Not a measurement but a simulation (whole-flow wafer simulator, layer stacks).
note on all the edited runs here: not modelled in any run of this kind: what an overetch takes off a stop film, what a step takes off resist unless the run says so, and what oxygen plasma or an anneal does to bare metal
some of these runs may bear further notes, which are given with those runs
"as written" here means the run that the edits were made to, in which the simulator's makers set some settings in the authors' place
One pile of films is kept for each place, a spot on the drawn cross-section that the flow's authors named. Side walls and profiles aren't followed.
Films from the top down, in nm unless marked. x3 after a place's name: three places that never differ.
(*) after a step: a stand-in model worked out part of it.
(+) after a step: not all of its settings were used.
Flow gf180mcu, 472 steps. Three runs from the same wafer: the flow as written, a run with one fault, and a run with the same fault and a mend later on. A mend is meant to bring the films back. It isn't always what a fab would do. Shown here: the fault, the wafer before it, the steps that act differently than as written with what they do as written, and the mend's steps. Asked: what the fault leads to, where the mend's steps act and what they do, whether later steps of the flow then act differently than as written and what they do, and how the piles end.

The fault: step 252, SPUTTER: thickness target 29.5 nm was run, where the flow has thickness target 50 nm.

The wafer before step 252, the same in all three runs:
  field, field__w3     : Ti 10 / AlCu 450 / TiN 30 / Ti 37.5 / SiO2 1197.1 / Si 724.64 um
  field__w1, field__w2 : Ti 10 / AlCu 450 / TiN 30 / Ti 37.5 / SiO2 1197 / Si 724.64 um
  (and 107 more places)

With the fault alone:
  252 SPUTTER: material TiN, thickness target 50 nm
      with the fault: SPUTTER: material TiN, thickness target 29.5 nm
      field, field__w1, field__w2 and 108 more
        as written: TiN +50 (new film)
        with the fault: TiN +29.5 (new film)
  Later steps of the flow that act differently than as written (2 more steps differ only slightly, by at most 2% or 0.5 nm, whichever is larger, and aren't shown):
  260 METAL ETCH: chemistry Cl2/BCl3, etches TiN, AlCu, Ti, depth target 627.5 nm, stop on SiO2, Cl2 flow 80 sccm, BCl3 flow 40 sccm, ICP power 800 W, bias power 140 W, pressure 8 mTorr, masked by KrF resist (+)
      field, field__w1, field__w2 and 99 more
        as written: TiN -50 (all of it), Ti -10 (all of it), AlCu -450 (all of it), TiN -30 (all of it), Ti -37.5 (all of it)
        with the fault: TiN -29.5 (all of it), Ti -10 (all of it), AlCu -450 (all of it), TiN -30 (all of it), Ti -37.5 (all of it)
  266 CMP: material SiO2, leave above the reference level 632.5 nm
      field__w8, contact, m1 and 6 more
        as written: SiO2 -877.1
        with the fault: SiO2 -856.6
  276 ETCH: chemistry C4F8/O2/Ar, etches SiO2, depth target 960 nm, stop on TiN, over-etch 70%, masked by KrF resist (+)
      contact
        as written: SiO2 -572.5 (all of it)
        with the fault: SiO2 -593 (all of it)
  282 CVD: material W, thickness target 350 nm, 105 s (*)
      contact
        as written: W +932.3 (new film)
        with the fault: W +953 (new film)
  At the end the piles differ from the flow's by more than 2% or 0.5 nm, whichever is larger, at field__w8, contact, m1 and 6 more.
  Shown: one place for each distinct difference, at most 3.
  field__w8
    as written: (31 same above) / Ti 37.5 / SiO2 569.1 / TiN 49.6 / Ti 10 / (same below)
    with the fault: (31 same above) / Ti 37.5 / SiO2 589.6 / TiN 29.1 / Ti 10 / (same below)
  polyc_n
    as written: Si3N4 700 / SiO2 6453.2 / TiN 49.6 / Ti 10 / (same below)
    with the fault: Si3N4 700 / SiO2 6473.7 / TiN 29.1 / Ti 10 / (same below)
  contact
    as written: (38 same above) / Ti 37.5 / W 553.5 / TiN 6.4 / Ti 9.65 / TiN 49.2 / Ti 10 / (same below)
    with the fault: (38 same above) / Ti 37.5 / W 574.2 / TiN 6.33 / Ti 9.54 / TiN 28.7 / Ti 10 / (same below)

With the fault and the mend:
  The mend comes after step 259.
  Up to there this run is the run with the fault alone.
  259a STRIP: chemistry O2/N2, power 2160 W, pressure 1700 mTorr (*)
      field__w8, contact, m1 and 6 more
        KrF resist -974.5 (all of it)
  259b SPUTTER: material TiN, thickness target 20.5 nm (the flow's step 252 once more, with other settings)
      field, field__w1, field__w2 and 108 more
        TiN +20.5
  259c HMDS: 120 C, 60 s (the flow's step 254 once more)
      changes no film at any place that is followed
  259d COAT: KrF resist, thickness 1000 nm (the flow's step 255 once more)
      field, field__w1, field__w2 and 108 more
        KrF resist +1000 (new film)
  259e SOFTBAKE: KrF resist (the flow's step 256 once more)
      changes no film at any place that is followed
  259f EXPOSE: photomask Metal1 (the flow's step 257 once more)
      changes no film at any place that is followed
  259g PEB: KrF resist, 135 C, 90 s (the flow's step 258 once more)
      field, field__w1, field__w2 and 108 more
        KrF resist -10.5
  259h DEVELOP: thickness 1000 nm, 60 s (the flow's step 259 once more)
      field, field__w1, field__w2 and 99 more
        KrF resist -989.5 (all of it)
      field__w8, contact, m1 and 6 more
        KrF resist -14.9
  No later step of the flow acts differently than as written at any place that is followed.
  At the end the piles are the same as the flow's at every place that both follow.
